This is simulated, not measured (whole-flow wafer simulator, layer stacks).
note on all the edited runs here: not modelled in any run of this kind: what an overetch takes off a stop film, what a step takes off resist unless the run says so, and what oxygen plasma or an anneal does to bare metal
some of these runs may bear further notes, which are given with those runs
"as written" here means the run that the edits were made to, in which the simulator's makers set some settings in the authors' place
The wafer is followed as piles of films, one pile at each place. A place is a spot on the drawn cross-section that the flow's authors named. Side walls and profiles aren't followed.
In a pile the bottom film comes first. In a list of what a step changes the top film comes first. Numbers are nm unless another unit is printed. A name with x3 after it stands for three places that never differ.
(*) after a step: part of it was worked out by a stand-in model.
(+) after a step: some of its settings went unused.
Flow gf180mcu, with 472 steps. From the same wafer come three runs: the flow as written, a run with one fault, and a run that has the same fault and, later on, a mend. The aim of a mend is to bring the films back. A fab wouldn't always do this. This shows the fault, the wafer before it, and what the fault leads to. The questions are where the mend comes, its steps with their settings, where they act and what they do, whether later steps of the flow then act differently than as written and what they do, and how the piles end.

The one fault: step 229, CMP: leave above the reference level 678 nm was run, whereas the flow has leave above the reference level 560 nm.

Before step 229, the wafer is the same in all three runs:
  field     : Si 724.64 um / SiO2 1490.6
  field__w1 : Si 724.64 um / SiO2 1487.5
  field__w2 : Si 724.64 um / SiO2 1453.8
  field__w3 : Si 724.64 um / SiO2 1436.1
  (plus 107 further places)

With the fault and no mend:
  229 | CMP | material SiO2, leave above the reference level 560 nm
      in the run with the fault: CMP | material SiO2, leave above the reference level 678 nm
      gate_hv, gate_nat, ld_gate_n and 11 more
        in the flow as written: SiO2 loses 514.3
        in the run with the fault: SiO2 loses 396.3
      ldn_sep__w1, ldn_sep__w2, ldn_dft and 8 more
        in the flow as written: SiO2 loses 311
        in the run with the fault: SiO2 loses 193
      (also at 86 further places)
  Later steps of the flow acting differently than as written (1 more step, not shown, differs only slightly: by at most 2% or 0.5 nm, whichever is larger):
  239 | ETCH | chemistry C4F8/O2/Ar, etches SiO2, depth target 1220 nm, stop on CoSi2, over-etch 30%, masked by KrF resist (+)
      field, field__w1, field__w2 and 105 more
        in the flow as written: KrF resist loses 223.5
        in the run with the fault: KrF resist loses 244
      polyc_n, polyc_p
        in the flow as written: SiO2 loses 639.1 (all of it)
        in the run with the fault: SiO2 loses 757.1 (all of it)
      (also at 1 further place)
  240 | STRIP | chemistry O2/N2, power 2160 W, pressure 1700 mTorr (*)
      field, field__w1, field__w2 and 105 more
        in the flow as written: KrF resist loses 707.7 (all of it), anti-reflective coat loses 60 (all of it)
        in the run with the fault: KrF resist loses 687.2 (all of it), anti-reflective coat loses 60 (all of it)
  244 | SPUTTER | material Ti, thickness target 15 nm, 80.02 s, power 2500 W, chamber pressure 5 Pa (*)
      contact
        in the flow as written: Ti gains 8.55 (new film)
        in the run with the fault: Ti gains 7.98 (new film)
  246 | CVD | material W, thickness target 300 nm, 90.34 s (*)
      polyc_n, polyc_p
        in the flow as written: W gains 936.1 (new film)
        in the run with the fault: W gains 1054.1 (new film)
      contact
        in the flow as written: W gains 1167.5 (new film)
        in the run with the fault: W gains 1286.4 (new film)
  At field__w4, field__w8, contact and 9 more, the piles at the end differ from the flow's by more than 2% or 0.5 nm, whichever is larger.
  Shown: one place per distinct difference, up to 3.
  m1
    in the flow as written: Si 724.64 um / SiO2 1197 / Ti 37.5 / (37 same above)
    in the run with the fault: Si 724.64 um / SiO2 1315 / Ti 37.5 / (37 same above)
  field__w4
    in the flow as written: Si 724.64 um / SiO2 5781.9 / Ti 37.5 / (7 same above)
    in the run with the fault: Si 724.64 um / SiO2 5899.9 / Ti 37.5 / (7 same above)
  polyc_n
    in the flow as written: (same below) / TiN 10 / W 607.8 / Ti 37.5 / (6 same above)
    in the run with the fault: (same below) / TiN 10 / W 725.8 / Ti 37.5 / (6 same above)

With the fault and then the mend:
  After step 237 comes the mend.
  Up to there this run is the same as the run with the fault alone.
  237a | STRIP | chemistry O2/N2, power 2160 W, pressure 1700 mTorr (*)
      field, field__w1, field__w2 and 105 more
        KrF resist loses 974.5 (all of it), anti-reflective coat loses 60 (all of it)
      contact, polyc_n, polyc_p
        anti-reflective coat loses 60 (all of it)
  237b | CMP | material SiO2, leave above the reference level 560 nm (a further turn of the flow's step 229)
      field, field__w1, field__w2 and 108 more
        SiO2 loses 118
  237c | HMDS | 120 C, 60 s (a further turn of the flow's step 231)
      leaves every film unchanged at each place that is followed
  237d | COAT | anti-reflective coat, thickness 60 nm, 182 C, 71 s (a further turn of the flow's step 232)
      field, field__w1, field__w2 and 108 more
        anti-reflective coat gains 60 (new film)
  237e | COAT | KrF resist, thickness 1000 nm (a further turn of the flow's step 233)
      field, field__w1, field__w2 and 108 more
        KrF resist gains 1000 (new film)
  237f | SOFTBAKE | KrF resist (a further turn of the flow's step 234)
      leaves every film unchanged at each place that is followed
  237g | EXPOSE | photomask Contact (a further turn of the flow's step 235)
      leaves every film unchanged at each place that is followed
  237h | PEB | KrF resist, 135 C, 90 s (a further turn of the flow's step 236)
      field, field__w1, field__w2 and 108 more
        KrF resist loses 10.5
  237i | DEVELOP | KrF resist, thickness 1000 nm, 60 s (a further turn of the flow's step 237)
      field, field__w1, field__w2 and 105 more
        KrF resist loses 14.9
      contact, polyc_n, polyc_p
        KrF resist loses 989.5 (all of it)
  None of the later steps of the flow acts differently than as written at any place that is followed.
  By the end, the piles equal the flow's at every place that both follow.
